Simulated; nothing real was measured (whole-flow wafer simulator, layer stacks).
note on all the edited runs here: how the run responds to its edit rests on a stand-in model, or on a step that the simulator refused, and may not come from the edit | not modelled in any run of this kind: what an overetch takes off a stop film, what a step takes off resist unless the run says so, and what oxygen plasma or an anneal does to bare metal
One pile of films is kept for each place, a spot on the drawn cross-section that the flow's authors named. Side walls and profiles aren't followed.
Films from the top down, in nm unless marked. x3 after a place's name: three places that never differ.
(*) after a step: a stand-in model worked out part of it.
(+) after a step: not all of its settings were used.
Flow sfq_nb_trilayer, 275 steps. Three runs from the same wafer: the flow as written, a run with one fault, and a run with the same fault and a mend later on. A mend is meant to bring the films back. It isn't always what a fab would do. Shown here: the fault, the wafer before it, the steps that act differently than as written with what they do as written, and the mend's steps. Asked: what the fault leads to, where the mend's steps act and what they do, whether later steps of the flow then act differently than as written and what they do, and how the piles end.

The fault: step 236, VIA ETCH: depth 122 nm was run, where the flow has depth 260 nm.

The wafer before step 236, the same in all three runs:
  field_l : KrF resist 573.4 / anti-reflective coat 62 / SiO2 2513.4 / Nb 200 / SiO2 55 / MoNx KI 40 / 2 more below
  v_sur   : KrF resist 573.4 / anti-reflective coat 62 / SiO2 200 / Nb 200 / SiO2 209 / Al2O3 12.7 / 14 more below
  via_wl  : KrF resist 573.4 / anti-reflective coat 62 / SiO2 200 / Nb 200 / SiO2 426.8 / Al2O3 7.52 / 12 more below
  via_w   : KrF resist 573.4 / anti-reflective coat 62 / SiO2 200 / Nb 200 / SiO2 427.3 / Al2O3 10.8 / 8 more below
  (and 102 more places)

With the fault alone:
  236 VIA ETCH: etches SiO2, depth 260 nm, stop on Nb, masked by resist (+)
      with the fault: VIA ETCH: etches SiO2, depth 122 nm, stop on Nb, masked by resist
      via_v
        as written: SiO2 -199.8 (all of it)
        with the fault: SiO2 -122
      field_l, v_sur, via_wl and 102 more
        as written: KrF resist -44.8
        with the fault: KrF resist -21
  Later steps of the flow that act differently than as written (3 more steps differ only slightly, by at most 2% or 0.5 nm, whichever is larger, and aren't shown):
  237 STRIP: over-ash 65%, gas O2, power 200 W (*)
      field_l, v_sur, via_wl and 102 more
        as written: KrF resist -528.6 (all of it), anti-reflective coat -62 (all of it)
        with the fault: KrF resist -552.4 (all of it), anti-reflective coat -62 (all of it)
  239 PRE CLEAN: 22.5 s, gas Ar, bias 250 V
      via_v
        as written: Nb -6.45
        with the fault: SiO2 -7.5
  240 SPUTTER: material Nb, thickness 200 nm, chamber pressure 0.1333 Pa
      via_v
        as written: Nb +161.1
        with the fault: Nb +179.9 (new film)
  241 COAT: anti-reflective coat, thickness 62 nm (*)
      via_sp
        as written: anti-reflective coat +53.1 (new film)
        with the fault: anti-reflective coat +54.5 (new film)
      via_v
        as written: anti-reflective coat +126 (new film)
        with the fault: anti-reflective coat +107.8 (new film)
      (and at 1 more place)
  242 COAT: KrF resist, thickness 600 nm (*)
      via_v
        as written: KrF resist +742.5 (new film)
        with the fault: KrF resist +677.9 (new film)
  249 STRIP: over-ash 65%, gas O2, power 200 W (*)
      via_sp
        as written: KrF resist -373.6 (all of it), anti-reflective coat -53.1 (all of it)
        with the fault: KrF resist -379 (all of it), anti-reflective coat -54.5 (all of it)
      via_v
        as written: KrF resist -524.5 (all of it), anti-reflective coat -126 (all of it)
        with the fault: KrF resist -460.1 (all of it), anti-reflective coat -107.8 (all of it)
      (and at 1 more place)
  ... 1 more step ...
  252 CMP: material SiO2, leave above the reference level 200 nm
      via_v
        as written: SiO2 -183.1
        with the fault: SiO2 -157.7
  At the end the piles differ from the flow's by more than 2% or 0.5 nm, whichever is larger, at via_v.
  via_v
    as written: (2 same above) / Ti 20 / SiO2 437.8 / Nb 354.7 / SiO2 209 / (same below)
    with the fault: (2 same above) / Ti 20 / SiO2 342.3 / Nb 179.9 / SiO2 70.3 / Nb 200 / SiO2 209 / (same below)

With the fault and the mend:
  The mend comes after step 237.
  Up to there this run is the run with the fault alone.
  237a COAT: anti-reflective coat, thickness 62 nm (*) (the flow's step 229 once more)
      p4_fl x3, p4_w1 x9, p4_g1 x2 and 63 more
        anti-reflective coat +62 (new film)
      sp_r, be_r, r_sur and 11 more
        anti-reflective coat +61.9 (new film)
      field_l, jj_sur, ce_l, c5j, ce_r
        anti-reflective coat +61.8 (new film)
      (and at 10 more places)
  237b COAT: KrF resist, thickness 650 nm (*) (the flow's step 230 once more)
      p4_fl x3, p4_w1 x9, p4_g1 x2 and 63 more
        KrF resist +650 (new film)
      field_r, lsp_l, ln_m5, lsp_m, ln_m6, lsp_r, l0_sur, l0v
        KrF resist +649.7 (new film)
      res, r_end, moat
        KrF resist +649.6 (new film)
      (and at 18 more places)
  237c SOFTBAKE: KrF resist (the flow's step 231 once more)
      changes no film at any place that is followed
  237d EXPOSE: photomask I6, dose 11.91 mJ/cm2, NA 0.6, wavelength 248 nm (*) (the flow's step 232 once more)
      changes no film at any place that is followed
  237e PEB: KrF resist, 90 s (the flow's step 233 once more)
      via_sp, ce_l, c5j and 92 more
        KrF resist -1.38
      field_l, v_sur, via_wl, via_w, be, be_sur, gap, jj_sur
        KrF resist -1.37
      via_wr
        KrF resist -1.36
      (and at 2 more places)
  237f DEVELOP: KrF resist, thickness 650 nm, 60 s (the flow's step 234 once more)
      field_l, v_sur, via_wl and 102 more
        KrF resist -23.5
      via_v
        KrF resist -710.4 (all of it)
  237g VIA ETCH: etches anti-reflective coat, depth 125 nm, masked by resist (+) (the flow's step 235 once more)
      field_l, v_sur, via_wl and 102 more
        KrF resist -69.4
      via_v
        anti-reflective coat -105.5 (all of it), SiO2 -0.1
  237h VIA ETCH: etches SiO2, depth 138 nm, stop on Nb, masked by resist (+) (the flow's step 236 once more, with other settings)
      field_l, v_sur, via_wl and 102 more
        KrF resist -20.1
      via_v
        SiO2 -77.7 (all of it)
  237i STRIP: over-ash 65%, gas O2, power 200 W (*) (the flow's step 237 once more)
      p4_fl x3, p4_w1 x9, p4_g1 x2 and 63 more
        KrF resist -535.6 (all of it), anti-reflective coat -62 (all of it)
      ln_m5, lsp_m, ln_m6, lsp_r, l0_sur, l0v
        KrF resist -535.3 (all of it), anti-reflective coat -61.9 (all of it)
      r_end, moat, field_r, lsp_l
        KrF resist -535.2 (all of it), anti-reflective coat -61.9 (all of it)
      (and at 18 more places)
  No later step of the flow acts differently than as written, at any place that is followed, by more than 2% or 0.5 nm, whichever is larger.
  At the end the piles are the same as the flow's at every place that both follow.
